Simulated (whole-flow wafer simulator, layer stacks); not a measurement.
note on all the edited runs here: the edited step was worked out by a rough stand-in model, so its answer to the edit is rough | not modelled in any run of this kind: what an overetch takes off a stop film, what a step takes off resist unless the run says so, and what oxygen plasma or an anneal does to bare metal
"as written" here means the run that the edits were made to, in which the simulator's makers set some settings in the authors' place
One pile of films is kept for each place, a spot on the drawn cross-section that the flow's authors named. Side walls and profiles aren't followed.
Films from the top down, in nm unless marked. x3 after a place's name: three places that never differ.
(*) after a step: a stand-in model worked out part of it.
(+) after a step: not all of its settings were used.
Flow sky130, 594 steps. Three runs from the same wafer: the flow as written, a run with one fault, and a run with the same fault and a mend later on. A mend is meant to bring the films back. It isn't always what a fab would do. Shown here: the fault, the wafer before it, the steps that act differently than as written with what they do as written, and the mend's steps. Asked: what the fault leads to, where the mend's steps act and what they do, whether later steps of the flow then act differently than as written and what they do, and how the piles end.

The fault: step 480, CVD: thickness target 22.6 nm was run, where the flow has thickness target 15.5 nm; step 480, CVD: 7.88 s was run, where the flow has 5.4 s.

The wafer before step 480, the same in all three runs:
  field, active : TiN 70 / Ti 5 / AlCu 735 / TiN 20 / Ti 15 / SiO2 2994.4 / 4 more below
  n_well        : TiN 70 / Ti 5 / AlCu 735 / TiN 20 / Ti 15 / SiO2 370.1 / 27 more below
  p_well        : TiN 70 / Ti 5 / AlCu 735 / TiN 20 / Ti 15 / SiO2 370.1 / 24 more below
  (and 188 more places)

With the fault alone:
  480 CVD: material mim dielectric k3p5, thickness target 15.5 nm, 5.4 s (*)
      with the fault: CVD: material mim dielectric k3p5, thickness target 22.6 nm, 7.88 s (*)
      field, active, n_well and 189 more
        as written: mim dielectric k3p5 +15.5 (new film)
        with the fault: mim dielectric k3p5 +22.6 (new film)
  Later steps of the flow that act differently than as written (6 more steps differ only slightly, by at most 2% or 0.5 nm, whichever is larger, and aren't shown):
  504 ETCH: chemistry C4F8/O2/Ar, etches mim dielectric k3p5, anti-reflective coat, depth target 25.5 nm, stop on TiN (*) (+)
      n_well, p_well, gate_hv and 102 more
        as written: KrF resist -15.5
        with the fault: KrF resist -17
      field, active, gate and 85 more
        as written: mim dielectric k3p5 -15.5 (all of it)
        with the fault: mim dielectric k3p5 -22.6 (all of it)
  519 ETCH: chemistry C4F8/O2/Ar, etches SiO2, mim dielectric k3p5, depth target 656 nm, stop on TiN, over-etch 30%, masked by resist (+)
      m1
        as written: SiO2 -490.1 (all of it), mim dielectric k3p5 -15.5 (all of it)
        with the fault: SiO2 -483 (all of it), mim dielectric k3p5 -22.6 (all of it)
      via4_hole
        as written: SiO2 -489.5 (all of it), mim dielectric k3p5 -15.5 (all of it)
        with the fault: SiO2 -482.4 (all of it), mim dielectric k3p5 -22.6 (all of it)
  At the end the piles differ from the flow's by more than 2% or 0.5 nm, whichever is larger, at n_well, p_well, gate_hv and 100 more.
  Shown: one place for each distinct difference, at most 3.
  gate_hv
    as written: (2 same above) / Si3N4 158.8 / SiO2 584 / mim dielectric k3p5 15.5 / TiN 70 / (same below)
    with the fault: (2 same above) / Si3N4 158.8 / SiO2 576.9 / mim dielectric k3p5 22.6 / TiN 70 / (same below)
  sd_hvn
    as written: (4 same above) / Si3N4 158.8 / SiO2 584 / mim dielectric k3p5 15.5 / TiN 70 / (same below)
    with the fault: (4 same above) / Si3N4 158.8 / SiO2 576.9 / mim dielectric k3p5 22.6 / TiN 70 / (same below)
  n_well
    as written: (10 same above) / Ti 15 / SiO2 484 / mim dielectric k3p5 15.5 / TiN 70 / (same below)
    with the fault: (10 same above) / Ti 15 / SiO2 476.9 / mim dielectric k3p5 22.6 / TiN 70 / (same below)

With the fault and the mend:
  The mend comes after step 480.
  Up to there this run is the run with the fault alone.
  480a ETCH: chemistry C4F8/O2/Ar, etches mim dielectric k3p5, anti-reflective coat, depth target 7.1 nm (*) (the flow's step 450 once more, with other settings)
      field, active, n_well and 189 more
        mim dielectric k3p5 -7.1
  No later step of the flow acts differently than as written at any place that is followed.
  At the end the piles are the same as the flow's at every place that both follow.
